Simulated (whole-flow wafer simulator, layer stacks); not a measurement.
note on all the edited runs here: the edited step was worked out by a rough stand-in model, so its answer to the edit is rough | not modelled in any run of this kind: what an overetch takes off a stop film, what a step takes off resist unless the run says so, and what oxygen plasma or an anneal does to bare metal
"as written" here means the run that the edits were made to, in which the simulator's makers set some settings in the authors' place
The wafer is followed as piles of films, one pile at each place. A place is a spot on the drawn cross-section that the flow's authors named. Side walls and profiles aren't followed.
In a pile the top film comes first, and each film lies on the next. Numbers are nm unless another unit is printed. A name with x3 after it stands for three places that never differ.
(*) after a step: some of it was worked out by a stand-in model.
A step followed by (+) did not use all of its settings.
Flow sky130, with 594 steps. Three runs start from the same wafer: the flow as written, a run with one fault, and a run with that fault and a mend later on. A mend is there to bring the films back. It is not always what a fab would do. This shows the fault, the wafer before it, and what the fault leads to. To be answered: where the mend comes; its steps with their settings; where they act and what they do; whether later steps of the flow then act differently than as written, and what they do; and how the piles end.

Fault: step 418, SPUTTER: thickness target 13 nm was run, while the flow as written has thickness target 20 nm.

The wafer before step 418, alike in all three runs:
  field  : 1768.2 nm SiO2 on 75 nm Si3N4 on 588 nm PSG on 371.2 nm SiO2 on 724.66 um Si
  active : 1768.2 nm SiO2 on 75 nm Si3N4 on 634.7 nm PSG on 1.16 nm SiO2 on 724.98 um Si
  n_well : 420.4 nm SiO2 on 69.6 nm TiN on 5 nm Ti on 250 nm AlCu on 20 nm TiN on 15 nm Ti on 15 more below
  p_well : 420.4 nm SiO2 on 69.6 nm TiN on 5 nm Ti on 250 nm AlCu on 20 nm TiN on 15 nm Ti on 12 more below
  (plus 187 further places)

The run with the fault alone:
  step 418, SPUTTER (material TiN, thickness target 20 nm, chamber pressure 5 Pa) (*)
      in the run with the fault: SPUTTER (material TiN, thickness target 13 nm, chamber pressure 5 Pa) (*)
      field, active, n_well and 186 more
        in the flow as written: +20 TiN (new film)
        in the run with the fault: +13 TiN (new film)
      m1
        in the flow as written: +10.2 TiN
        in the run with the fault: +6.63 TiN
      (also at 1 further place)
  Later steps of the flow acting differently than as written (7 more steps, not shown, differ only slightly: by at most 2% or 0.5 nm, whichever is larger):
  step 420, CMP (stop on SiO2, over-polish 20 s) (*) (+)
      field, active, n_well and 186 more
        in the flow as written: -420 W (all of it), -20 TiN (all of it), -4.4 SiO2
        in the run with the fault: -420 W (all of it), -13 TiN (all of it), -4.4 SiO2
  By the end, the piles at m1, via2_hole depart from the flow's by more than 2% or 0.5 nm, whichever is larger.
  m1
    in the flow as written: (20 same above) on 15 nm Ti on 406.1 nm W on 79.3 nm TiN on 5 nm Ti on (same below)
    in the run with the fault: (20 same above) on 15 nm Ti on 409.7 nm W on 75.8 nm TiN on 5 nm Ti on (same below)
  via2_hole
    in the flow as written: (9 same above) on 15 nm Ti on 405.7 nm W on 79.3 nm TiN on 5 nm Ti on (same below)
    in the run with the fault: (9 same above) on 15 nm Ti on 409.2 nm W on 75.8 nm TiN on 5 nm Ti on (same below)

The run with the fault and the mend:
  The mend follows step 418.
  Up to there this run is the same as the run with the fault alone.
  step 418a, SPUTTER (material TiN, thickness target 7 nm, chamber pressure 5 Pa) (*) (a further turn of the flow's step 418, with different settings)
      field, active, n_well and 186 more
        +7 TiN
      m1
        +3.54 TiN
      via2_hole
        +3.51 TiN
  None of the later steps of the flow acts differently than as written at any place that is followed.
  By the end, the piles equal the flow's at every place that both follow.
